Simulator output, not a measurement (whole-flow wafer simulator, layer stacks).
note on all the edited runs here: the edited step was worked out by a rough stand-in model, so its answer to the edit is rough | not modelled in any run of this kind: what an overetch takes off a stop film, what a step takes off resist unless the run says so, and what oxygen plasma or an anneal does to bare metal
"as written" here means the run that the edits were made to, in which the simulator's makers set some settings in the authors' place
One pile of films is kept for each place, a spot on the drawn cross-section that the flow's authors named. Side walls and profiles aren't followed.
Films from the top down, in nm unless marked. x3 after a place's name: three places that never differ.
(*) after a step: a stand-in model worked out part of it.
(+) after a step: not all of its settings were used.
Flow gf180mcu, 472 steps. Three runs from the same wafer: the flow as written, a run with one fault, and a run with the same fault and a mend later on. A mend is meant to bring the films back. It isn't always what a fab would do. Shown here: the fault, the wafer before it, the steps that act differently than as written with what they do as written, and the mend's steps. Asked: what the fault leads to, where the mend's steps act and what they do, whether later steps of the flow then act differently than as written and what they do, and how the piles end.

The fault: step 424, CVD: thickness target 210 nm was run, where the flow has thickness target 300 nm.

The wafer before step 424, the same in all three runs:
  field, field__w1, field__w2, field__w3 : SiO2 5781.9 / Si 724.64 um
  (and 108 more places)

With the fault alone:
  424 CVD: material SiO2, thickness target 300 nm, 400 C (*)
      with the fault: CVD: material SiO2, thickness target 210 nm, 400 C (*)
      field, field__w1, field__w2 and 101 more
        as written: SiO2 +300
        with the fault: SiO2 +210
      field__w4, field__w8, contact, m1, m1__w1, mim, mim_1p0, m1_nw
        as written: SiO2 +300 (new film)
        with the fault: SiO2 +210 (new film)
  Later steps of the flow that act differently than as written (2 more steps differ only slightly, by at most 2% or 0.5 nm, whichever is larger, and aren't shown):
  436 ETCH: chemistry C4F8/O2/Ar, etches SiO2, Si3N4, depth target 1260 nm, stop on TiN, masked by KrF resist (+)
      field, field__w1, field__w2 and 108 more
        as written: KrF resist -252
        with the fault: KrF resist -234.4
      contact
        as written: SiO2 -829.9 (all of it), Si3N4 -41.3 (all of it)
        with the fault: SiO2 -739.9 (all of it), Si3N4 -41.3 (all of it)
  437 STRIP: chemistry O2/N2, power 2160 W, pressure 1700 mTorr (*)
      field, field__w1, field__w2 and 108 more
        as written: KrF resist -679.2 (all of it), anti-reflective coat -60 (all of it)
        with the fault: KrF resist -696.8 (all of it), anti-reflective coat -60 (all of it)
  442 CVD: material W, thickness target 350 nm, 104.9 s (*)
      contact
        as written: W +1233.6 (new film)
        with the fault: W +1142.9 (new film)
  At the end the piles differ from the flow's by more than 2% or 0.5 nm, whichever is larger, at field__w4, field__w8, contact, m1, m1__w1, mim, mim_1p0, m1_nw.
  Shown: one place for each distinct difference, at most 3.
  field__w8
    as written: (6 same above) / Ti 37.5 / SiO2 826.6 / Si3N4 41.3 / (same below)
    with the fault: (6 same above) / Ti 37.5 / SiO2 736.6 / Si3N4 41.3 / (same below)
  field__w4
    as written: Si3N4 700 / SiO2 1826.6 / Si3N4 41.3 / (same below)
    with the fault: Si3N4 700 / SiO2 1736.6 / Si3N4 41.3 / (same below)
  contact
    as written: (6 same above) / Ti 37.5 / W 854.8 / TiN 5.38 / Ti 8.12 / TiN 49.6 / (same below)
    with the fault: (6 same above) / Ti 37.5 / W 764.1 / TiN 5.67 / Ti 8.55 / TiN 49.6 / (same below)

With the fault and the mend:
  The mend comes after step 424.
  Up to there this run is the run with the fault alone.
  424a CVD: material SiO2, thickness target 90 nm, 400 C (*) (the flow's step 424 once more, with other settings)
      field, field__w1, field__w2 and 109 more
        SiO2 +90
  No later step of the flow acts differently than as written at any place that is followed.
  At the end the piles are the same as the flow's at every place that both follow.
